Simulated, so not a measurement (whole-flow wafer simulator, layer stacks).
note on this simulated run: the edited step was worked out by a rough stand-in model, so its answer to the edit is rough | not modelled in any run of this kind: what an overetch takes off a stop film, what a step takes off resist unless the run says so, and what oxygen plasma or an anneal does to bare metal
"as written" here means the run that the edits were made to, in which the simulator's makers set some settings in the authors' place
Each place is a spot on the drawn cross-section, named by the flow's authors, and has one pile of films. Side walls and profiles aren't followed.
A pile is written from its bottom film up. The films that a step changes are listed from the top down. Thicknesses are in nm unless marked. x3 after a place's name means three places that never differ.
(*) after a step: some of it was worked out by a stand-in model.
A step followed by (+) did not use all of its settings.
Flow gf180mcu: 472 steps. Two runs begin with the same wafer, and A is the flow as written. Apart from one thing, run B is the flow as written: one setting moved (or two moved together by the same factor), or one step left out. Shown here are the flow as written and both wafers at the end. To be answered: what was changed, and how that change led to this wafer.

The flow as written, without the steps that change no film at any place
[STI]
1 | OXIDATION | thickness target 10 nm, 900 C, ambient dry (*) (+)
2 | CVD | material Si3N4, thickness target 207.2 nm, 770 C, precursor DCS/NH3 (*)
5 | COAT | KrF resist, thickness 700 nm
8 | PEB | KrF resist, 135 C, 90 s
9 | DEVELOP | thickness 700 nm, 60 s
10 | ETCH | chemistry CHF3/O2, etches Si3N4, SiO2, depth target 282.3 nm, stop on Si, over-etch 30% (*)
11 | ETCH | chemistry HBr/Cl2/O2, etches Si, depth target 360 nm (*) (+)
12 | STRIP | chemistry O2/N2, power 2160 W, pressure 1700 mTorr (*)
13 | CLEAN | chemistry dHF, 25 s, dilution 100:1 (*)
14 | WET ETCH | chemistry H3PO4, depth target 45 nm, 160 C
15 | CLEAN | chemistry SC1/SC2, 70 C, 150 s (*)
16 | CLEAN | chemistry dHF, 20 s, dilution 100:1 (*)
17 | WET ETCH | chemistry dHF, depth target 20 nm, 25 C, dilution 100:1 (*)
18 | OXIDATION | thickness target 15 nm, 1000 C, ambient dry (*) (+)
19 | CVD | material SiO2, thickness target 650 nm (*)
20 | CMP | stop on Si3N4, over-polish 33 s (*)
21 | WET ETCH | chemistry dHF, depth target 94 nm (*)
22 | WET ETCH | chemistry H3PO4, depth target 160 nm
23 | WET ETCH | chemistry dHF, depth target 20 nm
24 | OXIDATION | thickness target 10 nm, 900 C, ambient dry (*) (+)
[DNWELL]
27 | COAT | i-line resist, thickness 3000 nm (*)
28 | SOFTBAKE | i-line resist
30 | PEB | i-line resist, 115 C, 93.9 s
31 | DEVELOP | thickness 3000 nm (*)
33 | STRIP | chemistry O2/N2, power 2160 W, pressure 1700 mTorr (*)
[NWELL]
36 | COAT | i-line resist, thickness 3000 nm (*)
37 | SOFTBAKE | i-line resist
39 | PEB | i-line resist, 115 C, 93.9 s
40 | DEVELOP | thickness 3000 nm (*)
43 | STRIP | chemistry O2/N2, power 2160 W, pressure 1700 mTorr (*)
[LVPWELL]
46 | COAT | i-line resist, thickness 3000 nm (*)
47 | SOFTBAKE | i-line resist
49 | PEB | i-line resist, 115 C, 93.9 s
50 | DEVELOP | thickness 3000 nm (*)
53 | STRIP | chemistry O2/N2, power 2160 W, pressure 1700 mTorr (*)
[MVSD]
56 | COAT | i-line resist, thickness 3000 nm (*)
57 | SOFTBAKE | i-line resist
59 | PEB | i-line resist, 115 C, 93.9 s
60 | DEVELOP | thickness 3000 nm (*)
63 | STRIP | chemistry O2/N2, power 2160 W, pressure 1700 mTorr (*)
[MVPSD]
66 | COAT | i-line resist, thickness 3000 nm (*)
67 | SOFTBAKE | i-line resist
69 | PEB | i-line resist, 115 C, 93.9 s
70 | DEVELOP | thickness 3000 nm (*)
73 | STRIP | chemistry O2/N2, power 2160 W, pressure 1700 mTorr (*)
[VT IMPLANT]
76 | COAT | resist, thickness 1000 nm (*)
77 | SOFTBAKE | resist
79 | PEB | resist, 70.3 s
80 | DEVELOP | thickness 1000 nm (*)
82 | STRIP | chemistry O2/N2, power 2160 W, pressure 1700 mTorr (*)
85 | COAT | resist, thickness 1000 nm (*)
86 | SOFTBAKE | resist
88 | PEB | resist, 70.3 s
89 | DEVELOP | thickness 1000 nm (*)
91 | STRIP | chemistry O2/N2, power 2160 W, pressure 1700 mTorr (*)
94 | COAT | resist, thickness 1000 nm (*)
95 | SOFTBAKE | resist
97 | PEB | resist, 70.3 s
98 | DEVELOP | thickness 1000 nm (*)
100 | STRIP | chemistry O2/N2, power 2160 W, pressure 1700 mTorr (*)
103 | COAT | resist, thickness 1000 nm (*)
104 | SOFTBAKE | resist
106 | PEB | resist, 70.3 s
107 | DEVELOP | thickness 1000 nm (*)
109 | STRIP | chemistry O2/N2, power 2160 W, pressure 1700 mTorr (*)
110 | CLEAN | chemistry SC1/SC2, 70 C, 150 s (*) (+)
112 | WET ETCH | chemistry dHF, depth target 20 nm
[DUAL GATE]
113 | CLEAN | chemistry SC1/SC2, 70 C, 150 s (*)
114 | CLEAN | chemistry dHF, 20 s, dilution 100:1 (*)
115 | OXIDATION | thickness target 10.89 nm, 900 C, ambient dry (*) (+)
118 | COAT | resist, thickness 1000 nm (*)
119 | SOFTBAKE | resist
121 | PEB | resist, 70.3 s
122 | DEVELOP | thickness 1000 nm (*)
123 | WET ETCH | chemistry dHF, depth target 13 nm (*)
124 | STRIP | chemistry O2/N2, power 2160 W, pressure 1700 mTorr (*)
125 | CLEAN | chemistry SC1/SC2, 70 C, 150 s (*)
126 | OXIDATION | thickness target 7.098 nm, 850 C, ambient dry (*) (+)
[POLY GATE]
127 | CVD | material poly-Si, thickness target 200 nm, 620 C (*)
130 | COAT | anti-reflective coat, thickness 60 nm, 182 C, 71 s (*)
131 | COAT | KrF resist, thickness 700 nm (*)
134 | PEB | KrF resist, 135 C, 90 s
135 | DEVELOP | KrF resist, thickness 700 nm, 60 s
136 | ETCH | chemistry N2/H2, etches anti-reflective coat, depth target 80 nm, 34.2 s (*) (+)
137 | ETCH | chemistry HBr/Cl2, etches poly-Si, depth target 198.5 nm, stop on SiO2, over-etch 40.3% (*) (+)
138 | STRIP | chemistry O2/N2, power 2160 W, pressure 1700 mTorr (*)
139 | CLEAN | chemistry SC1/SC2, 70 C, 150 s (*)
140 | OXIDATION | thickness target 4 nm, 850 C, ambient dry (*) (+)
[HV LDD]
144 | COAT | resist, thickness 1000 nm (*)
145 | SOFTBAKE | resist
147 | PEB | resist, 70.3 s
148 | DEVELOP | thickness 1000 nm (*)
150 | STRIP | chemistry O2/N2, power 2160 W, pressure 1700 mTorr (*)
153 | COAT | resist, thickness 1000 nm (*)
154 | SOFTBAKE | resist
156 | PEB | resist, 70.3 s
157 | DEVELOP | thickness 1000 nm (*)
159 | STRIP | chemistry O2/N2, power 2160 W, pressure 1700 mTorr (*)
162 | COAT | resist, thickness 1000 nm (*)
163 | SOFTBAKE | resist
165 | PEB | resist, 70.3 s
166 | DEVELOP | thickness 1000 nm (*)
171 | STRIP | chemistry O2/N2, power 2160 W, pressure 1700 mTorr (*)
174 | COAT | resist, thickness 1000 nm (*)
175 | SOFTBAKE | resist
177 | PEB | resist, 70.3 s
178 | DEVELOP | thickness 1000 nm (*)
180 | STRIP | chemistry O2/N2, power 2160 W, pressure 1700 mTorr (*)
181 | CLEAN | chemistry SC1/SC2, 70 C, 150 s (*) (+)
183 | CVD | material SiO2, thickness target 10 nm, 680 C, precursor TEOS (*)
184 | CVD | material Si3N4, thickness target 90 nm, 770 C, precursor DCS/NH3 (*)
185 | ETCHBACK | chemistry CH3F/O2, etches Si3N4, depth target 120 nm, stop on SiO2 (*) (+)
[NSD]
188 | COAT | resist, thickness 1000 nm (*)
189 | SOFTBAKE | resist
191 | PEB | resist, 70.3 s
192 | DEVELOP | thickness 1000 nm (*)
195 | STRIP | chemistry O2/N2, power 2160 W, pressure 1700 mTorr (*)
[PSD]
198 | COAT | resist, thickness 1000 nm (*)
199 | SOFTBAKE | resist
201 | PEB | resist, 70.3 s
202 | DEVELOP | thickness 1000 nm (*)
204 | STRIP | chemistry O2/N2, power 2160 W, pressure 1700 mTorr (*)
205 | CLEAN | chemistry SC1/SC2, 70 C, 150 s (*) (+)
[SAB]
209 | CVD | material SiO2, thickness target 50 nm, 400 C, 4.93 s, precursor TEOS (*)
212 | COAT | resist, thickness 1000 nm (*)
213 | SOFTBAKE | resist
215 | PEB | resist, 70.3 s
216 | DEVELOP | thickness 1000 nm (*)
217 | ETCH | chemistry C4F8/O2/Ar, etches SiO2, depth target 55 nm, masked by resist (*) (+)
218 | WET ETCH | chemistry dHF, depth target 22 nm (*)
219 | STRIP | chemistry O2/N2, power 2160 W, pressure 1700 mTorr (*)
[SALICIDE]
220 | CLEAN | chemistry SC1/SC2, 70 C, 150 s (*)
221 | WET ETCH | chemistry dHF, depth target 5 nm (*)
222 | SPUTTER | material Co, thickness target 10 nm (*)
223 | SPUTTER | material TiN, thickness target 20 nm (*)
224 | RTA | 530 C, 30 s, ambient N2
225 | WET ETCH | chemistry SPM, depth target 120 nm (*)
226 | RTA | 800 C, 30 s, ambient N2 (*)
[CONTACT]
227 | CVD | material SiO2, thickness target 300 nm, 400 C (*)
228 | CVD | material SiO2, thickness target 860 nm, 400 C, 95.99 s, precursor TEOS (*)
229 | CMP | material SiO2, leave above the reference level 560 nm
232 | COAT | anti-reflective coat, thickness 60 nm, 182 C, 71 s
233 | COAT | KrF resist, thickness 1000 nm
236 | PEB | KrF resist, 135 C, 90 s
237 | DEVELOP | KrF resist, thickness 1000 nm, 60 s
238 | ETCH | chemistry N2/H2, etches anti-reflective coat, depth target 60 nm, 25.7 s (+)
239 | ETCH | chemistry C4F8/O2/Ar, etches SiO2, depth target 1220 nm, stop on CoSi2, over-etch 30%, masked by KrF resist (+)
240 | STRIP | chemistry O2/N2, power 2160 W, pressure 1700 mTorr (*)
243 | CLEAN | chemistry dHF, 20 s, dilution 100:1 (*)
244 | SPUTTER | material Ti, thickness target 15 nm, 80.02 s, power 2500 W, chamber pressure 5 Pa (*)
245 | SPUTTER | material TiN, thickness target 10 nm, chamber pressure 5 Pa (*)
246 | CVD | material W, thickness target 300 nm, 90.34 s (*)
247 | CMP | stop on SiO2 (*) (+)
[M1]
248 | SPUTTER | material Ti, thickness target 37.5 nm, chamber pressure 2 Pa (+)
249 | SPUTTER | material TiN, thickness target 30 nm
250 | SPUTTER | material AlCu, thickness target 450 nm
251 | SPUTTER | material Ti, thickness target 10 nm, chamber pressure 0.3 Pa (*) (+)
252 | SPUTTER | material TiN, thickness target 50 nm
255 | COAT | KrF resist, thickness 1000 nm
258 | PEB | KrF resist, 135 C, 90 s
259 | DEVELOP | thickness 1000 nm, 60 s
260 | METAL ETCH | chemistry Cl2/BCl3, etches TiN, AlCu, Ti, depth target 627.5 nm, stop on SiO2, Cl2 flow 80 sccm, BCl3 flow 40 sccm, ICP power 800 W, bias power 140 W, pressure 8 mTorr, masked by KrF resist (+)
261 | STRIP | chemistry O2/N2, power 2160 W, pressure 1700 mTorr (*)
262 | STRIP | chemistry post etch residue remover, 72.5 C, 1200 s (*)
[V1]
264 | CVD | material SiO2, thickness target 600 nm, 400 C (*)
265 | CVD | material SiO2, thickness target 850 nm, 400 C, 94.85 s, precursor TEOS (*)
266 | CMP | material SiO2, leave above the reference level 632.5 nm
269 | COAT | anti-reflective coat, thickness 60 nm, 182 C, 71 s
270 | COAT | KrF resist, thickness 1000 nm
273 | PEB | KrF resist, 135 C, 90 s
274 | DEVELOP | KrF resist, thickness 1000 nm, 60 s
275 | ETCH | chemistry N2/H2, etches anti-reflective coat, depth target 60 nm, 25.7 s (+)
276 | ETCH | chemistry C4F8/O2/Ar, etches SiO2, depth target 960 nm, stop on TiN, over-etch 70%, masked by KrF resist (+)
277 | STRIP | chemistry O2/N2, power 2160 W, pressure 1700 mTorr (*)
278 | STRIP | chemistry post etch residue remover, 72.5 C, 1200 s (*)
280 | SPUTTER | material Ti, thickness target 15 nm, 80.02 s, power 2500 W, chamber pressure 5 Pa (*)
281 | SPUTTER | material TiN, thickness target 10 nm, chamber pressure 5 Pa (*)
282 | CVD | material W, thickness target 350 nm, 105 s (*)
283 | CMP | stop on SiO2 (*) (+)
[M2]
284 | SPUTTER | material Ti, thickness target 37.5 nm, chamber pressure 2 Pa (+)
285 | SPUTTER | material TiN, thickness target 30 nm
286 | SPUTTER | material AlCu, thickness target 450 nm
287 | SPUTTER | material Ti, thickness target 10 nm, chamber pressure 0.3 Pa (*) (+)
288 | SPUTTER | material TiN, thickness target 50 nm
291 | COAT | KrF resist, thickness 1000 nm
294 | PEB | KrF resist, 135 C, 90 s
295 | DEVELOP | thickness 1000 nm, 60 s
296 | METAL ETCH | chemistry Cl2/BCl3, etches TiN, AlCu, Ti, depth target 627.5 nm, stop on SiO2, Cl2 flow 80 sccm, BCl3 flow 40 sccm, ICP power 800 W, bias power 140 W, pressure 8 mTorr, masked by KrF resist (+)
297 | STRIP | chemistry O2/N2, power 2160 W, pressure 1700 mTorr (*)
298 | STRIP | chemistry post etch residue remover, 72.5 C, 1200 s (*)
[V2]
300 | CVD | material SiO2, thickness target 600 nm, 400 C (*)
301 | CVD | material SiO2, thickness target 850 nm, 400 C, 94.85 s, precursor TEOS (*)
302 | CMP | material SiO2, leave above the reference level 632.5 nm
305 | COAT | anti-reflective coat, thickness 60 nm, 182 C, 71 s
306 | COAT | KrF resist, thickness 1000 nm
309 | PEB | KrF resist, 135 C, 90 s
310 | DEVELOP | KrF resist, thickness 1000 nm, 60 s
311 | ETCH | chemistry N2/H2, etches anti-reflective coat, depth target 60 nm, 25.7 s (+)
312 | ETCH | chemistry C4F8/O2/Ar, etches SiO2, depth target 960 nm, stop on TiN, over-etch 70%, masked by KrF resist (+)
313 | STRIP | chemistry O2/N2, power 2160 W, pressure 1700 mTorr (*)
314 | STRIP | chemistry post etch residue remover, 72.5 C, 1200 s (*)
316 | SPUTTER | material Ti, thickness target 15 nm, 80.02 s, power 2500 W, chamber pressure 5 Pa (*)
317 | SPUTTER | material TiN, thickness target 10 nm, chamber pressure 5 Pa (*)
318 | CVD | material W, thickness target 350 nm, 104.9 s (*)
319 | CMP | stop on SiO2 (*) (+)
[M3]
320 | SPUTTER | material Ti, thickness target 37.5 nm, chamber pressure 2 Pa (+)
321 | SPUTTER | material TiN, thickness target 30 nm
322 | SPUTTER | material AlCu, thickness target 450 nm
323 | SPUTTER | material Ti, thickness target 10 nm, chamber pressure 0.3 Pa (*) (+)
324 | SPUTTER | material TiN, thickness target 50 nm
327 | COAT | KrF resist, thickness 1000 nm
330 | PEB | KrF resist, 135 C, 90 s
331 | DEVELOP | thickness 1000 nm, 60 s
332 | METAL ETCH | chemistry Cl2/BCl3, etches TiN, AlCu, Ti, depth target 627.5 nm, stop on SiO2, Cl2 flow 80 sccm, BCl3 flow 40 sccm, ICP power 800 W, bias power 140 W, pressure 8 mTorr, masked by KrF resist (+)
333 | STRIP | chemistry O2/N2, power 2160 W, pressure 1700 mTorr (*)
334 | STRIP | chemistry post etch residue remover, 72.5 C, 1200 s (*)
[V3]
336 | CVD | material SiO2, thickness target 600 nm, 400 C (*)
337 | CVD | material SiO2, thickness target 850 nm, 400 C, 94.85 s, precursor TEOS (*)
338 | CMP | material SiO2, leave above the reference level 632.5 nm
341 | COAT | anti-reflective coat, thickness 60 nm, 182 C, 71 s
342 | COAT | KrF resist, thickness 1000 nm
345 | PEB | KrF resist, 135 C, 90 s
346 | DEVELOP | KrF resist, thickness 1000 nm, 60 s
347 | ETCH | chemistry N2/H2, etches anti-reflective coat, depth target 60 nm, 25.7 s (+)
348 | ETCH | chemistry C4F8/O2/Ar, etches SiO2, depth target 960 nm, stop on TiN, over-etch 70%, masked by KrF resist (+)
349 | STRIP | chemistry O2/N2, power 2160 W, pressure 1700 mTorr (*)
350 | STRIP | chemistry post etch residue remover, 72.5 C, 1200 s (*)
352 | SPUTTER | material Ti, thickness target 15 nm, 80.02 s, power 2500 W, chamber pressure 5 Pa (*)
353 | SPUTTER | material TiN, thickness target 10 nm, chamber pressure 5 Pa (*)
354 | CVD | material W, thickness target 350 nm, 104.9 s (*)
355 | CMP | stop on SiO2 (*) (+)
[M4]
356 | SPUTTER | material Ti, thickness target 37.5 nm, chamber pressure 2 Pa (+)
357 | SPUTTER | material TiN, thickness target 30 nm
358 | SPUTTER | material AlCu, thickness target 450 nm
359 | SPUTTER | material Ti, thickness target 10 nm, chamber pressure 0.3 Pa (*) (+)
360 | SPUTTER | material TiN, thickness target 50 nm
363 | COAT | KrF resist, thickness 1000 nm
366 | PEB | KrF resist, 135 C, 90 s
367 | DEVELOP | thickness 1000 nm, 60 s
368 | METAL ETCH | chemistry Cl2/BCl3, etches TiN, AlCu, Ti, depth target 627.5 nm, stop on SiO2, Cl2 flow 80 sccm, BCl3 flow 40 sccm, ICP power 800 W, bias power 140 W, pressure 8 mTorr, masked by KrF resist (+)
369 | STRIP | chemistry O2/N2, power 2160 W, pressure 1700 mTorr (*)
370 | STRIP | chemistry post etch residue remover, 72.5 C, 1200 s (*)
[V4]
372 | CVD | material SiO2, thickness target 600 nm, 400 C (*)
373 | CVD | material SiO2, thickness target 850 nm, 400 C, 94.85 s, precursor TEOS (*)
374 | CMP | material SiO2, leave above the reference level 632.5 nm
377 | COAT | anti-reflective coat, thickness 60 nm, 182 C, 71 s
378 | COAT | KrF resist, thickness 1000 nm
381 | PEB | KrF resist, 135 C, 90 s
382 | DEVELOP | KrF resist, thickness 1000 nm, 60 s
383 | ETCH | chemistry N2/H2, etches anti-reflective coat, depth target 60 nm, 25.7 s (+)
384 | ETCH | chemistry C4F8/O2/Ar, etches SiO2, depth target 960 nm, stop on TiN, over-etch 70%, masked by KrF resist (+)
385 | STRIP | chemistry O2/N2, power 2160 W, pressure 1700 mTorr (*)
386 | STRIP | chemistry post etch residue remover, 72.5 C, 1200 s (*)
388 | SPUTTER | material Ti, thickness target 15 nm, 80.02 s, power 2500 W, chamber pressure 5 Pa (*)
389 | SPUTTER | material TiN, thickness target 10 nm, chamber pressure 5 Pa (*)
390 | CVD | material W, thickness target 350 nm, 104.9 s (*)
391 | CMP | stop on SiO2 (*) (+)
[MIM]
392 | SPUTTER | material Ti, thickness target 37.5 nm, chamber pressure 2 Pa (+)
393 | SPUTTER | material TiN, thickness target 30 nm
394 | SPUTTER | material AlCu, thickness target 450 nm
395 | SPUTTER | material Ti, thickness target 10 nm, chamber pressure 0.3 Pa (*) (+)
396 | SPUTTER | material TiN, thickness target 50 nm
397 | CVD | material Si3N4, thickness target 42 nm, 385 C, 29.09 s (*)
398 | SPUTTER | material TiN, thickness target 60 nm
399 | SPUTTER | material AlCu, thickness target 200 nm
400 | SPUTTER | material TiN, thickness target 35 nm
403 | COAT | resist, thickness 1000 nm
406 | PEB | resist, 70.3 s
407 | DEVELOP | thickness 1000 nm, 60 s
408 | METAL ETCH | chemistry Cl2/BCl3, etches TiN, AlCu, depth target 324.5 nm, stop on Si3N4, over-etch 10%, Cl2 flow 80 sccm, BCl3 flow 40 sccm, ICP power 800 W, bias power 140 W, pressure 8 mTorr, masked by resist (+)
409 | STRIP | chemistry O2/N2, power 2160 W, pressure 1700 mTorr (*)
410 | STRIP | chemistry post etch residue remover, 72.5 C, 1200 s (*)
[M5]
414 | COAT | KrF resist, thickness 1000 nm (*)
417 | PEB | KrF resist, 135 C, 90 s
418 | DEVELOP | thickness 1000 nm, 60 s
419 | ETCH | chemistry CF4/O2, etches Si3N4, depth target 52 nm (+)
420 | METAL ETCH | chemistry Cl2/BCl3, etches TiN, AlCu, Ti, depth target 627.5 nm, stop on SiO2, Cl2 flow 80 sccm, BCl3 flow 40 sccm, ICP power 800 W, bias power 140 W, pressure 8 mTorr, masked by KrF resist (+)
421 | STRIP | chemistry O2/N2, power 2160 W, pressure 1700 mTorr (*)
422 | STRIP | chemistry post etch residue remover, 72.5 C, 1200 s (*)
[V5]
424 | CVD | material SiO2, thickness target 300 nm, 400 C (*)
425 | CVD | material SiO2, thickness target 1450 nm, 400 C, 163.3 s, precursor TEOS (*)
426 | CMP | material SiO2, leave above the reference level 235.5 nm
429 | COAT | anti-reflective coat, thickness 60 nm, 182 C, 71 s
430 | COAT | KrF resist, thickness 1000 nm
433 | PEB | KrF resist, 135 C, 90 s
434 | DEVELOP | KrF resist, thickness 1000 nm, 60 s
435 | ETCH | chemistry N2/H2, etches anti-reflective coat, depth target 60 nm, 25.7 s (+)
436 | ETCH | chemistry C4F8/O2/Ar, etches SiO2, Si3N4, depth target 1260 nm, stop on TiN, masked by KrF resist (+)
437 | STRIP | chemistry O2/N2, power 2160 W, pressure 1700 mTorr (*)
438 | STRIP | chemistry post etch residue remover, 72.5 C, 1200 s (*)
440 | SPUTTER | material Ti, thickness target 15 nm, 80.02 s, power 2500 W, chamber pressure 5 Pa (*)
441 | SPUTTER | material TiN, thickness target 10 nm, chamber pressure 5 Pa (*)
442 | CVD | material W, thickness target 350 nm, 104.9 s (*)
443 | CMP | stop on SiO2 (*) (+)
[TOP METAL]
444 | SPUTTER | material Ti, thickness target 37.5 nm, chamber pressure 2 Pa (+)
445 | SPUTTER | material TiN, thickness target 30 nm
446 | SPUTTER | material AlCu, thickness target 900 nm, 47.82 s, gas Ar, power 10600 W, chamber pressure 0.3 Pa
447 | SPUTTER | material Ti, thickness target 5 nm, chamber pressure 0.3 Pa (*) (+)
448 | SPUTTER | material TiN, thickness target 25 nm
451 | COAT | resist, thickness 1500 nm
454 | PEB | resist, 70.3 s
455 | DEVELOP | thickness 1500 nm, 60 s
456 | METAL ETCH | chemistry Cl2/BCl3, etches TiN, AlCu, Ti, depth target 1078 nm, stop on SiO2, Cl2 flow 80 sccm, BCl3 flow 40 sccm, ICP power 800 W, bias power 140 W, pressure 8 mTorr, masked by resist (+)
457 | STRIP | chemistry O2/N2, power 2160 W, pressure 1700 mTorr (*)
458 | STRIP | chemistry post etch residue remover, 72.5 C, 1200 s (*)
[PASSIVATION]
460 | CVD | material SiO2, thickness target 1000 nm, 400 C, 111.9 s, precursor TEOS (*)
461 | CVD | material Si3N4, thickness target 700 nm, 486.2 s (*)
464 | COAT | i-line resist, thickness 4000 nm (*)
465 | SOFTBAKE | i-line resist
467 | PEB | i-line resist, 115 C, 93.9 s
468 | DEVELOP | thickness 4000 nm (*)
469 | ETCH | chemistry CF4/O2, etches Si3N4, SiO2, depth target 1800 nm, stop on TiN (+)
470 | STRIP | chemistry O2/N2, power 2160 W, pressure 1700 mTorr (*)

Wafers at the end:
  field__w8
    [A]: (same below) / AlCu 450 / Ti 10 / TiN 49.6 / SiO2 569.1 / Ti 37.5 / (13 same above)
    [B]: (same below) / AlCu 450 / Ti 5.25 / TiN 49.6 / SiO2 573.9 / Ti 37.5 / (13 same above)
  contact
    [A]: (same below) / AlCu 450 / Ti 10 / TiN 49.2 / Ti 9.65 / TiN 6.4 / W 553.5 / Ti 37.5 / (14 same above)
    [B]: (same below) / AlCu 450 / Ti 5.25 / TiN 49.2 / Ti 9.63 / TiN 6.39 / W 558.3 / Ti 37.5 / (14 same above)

What caused this: step 359, SPUTTER: thickness target 5.25 nm was run, though the flow has thickness target 10 nm.
The wafer lets one read it off: field__w8 has Ti 5.25, and step 359 as written asks for 10 nm.

The path from the change to this, step by step:
  359 | SPUTTER | material Ti, thickness target 10 nm, chamber pressure 0.3 Pa (*) (+)
      field, field__w1, field__w2 and 108 more: A Ti gains 10 (new film) | B Ti gains 5.25 (new film)
  368 | METAL ETCH | chemistry Cl2/BCl3, etches TiN, AlCu, Ti, depth target 627.5 nm, stop on SiO2, Cl2 flow 80 sccm, BCl3 flow 40 sccm, ICP power 800 W, bias power 140 W, pressure 8 mTorr, masked by KrF resist (+)
      field, field__w1, field__w2 and 103 more: A TiN loses 50 (all of it), Ti loses 10 (all of it), AlCu loses 450 (all of it), TiN loses 30 (all of it), Ti loses 37.5 (all of it) | B TiN loses 50 (all of it), Ti loses 5.25 (all of it), AlCu loses 450 (all of it), TiN loses 30 (all of it), Ti loses 37.5 (all of it)
